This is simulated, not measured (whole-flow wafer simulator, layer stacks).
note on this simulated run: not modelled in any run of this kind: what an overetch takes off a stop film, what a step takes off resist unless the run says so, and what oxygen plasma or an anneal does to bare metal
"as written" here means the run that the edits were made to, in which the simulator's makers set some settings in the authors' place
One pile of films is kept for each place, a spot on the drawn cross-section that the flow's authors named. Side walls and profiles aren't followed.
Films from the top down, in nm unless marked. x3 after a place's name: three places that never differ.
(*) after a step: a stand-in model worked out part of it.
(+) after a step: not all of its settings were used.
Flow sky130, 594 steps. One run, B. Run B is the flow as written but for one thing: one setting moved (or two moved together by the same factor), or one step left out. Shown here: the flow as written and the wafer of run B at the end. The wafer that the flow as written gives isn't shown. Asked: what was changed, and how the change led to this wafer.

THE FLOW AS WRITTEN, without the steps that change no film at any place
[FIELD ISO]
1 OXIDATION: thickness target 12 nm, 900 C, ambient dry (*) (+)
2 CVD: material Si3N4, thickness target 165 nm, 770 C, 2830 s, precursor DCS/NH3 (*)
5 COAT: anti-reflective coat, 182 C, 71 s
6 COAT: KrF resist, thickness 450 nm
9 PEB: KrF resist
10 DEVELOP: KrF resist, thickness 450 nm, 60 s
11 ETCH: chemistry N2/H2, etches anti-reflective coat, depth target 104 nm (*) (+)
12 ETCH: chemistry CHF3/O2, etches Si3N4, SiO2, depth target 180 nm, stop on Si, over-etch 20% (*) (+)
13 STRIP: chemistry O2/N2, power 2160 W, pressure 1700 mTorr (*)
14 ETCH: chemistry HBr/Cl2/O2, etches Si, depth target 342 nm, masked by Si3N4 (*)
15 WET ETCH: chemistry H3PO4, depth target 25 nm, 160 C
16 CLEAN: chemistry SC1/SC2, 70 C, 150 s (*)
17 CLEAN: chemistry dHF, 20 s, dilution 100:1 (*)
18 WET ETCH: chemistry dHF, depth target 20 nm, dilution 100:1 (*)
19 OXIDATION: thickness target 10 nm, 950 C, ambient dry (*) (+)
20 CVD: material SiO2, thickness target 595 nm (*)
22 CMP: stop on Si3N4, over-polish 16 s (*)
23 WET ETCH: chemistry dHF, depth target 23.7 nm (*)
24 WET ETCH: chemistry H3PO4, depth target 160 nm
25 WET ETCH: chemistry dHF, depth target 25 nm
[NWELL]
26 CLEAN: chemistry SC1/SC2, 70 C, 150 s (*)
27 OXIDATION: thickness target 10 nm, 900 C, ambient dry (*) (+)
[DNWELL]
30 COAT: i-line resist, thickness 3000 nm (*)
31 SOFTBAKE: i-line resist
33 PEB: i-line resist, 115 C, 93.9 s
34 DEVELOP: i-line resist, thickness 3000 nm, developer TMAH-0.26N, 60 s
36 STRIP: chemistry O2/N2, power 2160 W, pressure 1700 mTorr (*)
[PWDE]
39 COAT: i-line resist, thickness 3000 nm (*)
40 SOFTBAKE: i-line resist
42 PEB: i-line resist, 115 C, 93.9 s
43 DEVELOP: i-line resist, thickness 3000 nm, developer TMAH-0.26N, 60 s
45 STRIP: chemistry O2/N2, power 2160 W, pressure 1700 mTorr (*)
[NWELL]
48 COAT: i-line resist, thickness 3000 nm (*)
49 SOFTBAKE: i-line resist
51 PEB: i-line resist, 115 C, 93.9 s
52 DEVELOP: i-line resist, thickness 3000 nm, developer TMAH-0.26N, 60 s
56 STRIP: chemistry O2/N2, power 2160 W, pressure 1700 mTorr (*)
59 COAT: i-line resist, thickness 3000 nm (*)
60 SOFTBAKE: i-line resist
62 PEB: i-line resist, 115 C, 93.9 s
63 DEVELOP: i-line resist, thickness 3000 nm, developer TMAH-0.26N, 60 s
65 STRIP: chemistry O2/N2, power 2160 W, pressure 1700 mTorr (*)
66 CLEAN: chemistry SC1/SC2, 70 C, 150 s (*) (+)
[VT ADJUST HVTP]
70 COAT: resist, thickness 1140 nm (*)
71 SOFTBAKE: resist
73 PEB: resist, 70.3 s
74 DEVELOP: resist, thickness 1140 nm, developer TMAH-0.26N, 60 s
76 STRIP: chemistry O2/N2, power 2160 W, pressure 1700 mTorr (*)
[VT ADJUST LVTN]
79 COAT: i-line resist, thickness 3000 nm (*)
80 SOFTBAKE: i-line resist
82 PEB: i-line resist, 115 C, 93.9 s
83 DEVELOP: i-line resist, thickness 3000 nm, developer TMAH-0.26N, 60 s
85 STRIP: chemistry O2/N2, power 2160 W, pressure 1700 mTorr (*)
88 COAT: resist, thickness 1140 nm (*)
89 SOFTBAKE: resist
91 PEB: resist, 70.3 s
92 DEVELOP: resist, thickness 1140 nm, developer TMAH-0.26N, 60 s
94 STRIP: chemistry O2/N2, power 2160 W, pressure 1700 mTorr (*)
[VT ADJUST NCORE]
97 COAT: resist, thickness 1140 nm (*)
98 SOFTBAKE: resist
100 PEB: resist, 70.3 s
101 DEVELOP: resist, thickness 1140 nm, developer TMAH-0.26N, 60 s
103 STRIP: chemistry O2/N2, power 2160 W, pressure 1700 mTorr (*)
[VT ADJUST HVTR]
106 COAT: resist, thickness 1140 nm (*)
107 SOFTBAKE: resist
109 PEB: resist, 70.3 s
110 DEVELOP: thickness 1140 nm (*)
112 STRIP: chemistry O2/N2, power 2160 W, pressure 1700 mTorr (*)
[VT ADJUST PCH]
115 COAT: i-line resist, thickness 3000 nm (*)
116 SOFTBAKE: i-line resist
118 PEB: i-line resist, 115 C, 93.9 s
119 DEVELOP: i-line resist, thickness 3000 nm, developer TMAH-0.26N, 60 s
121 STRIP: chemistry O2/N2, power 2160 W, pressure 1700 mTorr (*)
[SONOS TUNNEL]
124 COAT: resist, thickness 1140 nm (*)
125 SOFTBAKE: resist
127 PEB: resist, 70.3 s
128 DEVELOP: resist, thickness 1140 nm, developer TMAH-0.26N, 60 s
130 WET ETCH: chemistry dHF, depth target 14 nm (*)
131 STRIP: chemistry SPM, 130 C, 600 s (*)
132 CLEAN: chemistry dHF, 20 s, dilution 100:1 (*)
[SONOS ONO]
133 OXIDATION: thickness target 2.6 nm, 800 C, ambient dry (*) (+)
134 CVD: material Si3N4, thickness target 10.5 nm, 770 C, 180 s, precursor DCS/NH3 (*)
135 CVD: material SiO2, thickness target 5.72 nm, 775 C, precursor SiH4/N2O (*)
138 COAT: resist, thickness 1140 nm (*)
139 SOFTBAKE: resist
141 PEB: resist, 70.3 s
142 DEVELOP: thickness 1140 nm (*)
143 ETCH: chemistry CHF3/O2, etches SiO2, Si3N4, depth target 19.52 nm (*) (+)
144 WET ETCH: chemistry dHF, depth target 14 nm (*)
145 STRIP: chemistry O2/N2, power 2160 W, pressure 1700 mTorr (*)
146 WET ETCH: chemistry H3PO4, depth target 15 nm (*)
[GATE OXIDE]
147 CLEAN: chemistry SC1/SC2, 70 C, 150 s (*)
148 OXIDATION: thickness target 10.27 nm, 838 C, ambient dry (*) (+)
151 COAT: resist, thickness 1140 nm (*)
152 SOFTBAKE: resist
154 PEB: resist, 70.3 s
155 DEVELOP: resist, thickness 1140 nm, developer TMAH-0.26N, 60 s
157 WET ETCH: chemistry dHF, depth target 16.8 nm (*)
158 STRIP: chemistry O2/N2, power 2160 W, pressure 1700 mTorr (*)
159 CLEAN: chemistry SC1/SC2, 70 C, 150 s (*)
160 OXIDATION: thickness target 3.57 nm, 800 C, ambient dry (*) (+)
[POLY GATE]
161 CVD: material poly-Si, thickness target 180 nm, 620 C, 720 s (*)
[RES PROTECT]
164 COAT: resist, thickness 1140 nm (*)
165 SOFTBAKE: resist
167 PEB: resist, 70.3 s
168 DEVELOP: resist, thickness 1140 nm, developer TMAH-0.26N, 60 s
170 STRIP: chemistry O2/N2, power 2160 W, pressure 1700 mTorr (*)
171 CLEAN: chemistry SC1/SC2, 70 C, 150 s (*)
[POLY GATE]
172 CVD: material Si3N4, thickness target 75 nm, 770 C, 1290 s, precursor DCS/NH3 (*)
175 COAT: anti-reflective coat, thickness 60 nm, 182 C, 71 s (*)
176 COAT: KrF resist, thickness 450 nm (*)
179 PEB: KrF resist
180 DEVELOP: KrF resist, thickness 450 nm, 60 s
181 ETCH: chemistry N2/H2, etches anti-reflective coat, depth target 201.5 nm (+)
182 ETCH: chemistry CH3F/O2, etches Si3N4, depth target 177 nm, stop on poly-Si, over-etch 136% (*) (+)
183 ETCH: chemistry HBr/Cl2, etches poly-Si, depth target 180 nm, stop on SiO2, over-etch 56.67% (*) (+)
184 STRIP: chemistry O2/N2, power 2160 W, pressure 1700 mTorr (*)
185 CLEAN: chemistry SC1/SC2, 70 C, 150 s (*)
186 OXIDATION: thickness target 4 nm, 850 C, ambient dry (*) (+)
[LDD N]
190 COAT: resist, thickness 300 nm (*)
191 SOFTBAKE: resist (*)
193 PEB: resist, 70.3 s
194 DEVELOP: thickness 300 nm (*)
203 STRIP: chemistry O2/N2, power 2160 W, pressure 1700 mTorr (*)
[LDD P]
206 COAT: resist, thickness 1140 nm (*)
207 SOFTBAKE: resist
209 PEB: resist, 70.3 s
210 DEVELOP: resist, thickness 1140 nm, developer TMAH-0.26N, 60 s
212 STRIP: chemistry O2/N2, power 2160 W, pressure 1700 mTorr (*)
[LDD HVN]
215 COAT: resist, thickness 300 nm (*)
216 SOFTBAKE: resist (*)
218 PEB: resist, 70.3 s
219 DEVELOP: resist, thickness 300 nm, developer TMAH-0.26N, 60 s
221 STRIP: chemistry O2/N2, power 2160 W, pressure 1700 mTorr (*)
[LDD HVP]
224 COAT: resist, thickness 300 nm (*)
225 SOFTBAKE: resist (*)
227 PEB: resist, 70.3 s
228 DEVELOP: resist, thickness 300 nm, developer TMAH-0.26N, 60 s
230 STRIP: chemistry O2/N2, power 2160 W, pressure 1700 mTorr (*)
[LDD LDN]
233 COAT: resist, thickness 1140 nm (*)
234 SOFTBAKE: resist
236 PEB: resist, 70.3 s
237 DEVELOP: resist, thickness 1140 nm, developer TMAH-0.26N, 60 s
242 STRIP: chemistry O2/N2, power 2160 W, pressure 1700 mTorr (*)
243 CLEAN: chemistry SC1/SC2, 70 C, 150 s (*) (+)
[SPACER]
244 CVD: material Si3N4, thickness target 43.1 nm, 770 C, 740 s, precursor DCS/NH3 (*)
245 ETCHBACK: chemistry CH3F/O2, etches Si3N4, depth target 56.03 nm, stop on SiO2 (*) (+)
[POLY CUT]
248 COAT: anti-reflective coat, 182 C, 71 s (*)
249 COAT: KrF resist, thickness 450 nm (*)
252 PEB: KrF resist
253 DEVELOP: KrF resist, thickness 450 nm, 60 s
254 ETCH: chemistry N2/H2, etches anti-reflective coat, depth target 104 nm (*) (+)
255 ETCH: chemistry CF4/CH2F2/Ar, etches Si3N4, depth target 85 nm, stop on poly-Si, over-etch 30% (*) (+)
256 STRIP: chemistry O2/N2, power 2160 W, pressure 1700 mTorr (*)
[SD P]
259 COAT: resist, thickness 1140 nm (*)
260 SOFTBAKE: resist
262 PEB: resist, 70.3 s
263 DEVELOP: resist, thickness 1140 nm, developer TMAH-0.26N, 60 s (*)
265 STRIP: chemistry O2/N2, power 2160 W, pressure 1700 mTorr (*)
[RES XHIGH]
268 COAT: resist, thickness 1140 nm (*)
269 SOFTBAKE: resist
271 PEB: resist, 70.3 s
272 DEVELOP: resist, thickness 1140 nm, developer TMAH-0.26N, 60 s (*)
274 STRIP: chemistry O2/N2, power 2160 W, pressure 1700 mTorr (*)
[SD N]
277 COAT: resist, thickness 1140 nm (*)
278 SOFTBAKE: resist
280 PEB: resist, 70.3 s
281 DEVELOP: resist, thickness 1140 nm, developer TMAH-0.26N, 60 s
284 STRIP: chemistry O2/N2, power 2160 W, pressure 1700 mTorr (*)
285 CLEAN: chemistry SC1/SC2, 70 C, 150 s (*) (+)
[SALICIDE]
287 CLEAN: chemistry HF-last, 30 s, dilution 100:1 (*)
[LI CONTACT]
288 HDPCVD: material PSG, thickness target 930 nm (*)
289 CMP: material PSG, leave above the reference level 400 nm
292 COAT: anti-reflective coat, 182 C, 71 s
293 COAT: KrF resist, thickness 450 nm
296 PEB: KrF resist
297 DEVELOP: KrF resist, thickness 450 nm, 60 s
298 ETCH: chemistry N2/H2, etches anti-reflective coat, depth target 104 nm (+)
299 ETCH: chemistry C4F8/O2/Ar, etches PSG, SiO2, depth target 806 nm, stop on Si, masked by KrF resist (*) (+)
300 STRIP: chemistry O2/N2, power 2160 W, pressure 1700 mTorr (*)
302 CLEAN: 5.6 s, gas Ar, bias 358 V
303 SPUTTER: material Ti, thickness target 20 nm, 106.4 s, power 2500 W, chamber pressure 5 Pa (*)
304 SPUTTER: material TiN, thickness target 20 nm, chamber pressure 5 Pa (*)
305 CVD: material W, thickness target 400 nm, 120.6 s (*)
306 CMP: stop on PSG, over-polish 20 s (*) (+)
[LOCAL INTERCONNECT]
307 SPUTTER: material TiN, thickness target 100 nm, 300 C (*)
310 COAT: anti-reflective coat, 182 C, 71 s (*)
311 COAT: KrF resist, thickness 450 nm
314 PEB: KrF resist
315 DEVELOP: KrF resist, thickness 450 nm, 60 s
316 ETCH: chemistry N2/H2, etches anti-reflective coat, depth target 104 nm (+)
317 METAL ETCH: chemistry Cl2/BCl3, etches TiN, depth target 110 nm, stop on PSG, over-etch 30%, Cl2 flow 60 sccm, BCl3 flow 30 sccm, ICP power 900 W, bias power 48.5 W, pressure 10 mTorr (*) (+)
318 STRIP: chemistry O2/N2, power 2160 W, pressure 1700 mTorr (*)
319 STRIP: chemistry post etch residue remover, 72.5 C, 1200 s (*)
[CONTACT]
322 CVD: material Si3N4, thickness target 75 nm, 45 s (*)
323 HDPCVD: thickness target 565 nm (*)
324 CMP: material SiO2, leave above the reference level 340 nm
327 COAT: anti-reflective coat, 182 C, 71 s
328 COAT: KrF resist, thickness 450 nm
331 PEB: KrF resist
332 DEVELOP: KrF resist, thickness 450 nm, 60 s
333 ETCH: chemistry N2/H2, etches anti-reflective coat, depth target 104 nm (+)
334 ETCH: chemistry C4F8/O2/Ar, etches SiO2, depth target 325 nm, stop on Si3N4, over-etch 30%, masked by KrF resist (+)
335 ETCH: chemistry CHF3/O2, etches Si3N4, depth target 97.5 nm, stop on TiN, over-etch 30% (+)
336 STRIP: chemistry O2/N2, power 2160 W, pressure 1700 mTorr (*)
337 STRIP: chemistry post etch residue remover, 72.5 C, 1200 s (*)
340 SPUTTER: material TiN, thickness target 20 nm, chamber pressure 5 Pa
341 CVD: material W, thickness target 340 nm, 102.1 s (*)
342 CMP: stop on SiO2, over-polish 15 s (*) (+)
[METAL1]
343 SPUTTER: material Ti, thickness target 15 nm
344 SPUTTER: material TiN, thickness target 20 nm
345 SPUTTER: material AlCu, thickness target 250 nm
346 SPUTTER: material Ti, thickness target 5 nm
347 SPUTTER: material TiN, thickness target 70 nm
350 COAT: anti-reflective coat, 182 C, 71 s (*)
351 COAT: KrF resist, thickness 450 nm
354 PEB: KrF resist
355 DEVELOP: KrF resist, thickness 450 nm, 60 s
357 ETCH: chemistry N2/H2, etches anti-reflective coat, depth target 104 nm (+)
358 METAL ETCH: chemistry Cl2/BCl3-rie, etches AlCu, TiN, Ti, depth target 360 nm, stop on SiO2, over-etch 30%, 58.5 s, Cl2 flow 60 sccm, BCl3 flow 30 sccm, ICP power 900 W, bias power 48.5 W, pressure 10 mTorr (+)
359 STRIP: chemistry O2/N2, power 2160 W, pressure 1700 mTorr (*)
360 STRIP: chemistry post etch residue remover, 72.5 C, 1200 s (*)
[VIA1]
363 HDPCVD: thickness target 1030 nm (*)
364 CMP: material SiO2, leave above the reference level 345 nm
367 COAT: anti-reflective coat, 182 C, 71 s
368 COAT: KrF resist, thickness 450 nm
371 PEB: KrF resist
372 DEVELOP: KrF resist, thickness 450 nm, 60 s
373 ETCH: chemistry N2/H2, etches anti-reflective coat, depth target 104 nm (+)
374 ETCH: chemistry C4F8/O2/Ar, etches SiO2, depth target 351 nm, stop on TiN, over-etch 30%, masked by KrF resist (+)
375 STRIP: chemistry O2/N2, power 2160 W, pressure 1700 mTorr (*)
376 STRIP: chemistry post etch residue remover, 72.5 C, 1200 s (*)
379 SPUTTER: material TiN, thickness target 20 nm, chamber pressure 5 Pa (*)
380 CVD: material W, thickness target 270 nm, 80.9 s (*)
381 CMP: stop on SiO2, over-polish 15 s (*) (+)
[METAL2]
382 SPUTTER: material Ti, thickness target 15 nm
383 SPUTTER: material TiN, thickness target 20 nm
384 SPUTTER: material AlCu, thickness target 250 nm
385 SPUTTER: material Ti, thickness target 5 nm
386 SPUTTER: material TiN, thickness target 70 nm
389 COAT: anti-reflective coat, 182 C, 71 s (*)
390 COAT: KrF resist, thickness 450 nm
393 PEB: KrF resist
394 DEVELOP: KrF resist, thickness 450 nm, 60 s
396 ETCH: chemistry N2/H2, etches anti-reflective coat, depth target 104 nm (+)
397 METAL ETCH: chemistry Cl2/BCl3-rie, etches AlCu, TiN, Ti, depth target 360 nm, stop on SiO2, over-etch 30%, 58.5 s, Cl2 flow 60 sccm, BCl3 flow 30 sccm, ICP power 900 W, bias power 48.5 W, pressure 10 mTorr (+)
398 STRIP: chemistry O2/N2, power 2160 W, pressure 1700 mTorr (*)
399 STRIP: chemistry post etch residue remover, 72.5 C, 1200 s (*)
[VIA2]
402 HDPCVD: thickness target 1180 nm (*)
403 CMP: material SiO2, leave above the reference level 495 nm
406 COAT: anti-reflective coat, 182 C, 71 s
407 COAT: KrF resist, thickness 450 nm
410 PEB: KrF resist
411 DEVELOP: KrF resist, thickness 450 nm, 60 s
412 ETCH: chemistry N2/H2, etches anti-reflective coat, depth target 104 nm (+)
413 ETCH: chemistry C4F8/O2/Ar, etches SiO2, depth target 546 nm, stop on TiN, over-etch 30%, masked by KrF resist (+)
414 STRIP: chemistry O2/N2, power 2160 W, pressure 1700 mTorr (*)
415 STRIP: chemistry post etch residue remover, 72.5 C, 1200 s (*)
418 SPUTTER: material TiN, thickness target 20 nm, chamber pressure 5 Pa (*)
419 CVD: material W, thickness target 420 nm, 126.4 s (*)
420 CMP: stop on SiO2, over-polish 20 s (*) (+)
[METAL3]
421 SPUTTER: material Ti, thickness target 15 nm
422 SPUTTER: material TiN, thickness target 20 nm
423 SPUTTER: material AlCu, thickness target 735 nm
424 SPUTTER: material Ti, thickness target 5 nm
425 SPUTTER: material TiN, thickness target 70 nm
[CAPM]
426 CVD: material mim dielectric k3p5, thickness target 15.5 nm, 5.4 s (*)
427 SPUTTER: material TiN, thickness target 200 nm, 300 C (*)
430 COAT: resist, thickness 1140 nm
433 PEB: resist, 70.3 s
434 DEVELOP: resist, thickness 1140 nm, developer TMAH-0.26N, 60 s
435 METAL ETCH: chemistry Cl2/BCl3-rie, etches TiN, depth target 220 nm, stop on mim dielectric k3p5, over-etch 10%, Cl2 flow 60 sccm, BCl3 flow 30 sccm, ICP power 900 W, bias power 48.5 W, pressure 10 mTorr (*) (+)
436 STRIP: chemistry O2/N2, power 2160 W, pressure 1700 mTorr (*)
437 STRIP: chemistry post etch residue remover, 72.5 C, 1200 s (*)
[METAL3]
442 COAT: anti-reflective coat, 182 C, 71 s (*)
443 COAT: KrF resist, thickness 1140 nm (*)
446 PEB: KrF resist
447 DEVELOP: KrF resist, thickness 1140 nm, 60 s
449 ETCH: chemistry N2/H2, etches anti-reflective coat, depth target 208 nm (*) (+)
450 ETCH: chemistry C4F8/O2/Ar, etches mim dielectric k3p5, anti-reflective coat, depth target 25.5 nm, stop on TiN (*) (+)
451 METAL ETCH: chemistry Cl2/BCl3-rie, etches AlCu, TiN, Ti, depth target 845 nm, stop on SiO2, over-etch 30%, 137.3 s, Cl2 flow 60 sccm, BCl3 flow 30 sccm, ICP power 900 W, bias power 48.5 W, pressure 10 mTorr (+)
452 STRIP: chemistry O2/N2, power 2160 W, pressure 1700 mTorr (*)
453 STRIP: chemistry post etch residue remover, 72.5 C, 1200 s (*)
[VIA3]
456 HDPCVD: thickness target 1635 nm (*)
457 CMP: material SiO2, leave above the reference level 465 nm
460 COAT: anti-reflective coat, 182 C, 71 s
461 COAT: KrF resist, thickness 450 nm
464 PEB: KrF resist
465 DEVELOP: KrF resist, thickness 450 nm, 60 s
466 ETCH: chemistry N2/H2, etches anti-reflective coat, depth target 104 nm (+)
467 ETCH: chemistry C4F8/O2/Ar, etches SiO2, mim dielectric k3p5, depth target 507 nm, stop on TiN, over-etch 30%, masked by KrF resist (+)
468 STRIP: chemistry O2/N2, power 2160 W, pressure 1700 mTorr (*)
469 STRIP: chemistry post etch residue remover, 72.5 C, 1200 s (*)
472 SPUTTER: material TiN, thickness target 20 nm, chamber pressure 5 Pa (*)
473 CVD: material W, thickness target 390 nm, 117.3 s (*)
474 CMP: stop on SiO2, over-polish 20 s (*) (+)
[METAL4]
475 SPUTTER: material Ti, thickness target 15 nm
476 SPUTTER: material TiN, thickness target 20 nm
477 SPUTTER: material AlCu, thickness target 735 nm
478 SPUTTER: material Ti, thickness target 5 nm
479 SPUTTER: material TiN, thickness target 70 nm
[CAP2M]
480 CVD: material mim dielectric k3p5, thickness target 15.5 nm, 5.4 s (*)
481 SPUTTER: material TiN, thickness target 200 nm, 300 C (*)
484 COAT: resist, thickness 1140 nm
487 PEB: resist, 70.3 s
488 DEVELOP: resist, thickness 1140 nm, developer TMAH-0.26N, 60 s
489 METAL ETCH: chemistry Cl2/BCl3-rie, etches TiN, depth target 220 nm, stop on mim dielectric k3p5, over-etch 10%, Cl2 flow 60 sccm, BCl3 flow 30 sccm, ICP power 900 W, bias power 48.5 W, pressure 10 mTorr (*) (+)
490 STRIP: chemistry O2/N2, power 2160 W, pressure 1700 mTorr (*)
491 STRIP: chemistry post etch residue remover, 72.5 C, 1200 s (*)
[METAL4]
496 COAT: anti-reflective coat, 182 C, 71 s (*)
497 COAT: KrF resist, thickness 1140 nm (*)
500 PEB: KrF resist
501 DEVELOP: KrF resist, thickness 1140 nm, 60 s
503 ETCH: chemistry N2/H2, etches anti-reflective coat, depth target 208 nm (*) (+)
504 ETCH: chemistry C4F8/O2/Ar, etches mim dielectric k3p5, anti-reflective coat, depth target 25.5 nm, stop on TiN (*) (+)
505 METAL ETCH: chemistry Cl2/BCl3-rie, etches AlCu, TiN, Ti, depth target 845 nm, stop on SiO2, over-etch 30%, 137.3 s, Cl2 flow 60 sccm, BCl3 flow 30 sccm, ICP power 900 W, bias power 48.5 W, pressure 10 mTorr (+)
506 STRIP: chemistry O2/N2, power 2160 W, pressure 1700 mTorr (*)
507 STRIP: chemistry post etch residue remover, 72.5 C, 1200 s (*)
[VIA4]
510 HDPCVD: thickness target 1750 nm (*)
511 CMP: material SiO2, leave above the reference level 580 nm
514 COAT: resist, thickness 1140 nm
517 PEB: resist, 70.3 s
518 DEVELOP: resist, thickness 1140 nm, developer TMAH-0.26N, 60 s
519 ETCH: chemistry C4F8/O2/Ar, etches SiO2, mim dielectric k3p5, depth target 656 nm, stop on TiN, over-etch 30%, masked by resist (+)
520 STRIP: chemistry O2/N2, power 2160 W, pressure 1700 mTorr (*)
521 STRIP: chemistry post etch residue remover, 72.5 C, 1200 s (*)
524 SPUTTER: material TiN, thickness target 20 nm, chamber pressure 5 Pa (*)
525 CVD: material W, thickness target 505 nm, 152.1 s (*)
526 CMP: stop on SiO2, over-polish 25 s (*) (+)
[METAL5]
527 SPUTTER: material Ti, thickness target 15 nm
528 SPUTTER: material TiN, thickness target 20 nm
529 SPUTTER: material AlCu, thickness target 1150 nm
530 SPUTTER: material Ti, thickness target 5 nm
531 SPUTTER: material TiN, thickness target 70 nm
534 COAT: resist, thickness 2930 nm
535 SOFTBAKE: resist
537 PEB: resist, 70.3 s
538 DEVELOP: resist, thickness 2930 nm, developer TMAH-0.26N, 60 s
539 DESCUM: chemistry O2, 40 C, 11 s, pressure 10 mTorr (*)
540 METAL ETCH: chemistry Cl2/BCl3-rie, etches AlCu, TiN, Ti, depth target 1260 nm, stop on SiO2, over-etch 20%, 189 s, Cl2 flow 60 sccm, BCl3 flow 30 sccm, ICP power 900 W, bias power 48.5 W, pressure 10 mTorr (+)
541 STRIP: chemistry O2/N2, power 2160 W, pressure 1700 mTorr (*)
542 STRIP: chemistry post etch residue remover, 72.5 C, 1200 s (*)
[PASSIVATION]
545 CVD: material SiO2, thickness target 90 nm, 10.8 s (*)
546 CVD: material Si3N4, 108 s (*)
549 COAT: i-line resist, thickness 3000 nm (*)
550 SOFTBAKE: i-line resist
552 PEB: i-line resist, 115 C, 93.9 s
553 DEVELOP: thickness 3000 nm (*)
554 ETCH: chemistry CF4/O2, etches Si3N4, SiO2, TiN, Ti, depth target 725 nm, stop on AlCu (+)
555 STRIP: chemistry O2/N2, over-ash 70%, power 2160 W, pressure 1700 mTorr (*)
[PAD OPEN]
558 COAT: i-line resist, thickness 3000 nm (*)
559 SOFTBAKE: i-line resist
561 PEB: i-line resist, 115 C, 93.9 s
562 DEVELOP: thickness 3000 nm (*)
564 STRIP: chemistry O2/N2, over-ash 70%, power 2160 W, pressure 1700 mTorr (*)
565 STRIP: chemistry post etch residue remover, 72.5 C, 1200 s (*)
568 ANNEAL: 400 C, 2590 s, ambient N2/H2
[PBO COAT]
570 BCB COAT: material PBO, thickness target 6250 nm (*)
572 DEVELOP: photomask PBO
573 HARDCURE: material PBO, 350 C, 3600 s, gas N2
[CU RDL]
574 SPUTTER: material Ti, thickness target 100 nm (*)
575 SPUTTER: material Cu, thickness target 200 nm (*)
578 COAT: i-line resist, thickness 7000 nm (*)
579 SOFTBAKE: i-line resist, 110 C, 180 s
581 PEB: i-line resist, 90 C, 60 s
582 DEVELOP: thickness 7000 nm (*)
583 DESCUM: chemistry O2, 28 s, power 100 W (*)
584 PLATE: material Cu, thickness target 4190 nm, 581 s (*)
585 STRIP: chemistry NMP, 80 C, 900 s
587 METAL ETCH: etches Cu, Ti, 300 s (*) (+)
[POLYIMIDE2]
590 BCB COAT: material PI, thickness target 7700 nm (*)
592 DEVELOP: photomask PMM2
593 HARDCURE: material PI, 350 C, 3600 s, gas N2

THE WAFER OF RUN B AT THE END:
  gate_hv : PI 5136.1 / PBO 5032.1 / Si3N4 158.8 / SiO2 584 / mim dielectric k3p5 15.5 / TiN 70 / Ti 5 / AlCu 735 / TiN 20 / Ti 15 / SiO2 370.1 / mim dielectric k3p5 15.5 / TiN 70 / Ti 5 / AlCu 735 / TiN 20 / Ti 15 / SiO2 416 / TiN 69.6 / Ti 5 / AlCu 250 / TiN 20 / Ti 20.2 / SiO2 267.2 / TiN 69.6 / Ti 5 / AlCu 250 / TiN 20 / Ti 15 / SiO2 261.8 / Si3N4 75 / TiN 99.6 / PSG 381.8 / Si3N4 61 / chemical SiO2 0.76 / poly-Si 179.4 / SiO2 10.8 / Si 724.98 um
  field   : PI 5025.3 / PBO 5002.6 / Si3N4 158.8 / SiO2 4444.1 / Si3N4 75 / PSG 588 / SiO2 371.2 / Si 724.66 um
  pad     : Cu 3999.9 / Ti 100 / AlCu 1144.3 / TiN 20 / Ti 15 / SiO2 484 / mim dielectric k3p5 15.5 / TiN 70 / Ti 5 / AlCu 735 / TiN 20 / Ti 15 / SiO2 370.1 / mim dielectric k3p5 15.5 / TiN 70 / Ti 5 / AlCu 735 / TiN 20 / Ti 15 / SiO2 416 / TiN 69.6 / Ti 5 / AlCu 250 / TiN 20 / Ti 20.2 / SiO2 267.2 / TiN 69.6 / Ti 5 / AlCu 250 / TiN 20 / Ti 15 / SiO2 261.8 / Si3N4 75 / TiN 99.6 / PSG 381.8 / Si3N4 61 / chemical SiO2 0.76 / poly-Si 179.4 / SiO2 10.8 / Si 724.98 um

The cause: step 382, SPUTTER: thickness target 20.2 nm was run, where the flow has thickness target 15 nm.
It can be read off the wafer: gate_hv has Ti 20.2, and step 382 as written asks for 15 nm.

How the change led to this, step by step:
  382 SPUTTER: material Ti, thickness target 15 nm
      field, active, n_well and 188 more: Ti +20.2 (new film) (as written it would be: Ti +15 (new film))
  397 METAL ETCH: chemistry Cl2/BCl3-rie, etches AlCu, TiN, Ti, depth target 360 nm, stop on SiO2, over-etch 30%, 58.5 s, Cl2 flow 60 sccm, BCl3 flow 30 sccm, ICP power 900 W, bias power 48.5 W, pressure 10 mTorr (+)
      field, active, gate and 82 more: TiN -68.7 (all of it), Ti -5 (all of it), AlCu -250 (all of it), TiN -20 (all of it), Ti -20.2 (all of it), SiO2 -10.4 (as written it would be: TiN -68.7 (all of it), Ti -5 (all of it), AlCu -250 (all of it), TiN -20 (all of it), Ti -15 (all of it), SiO2 -10.9)
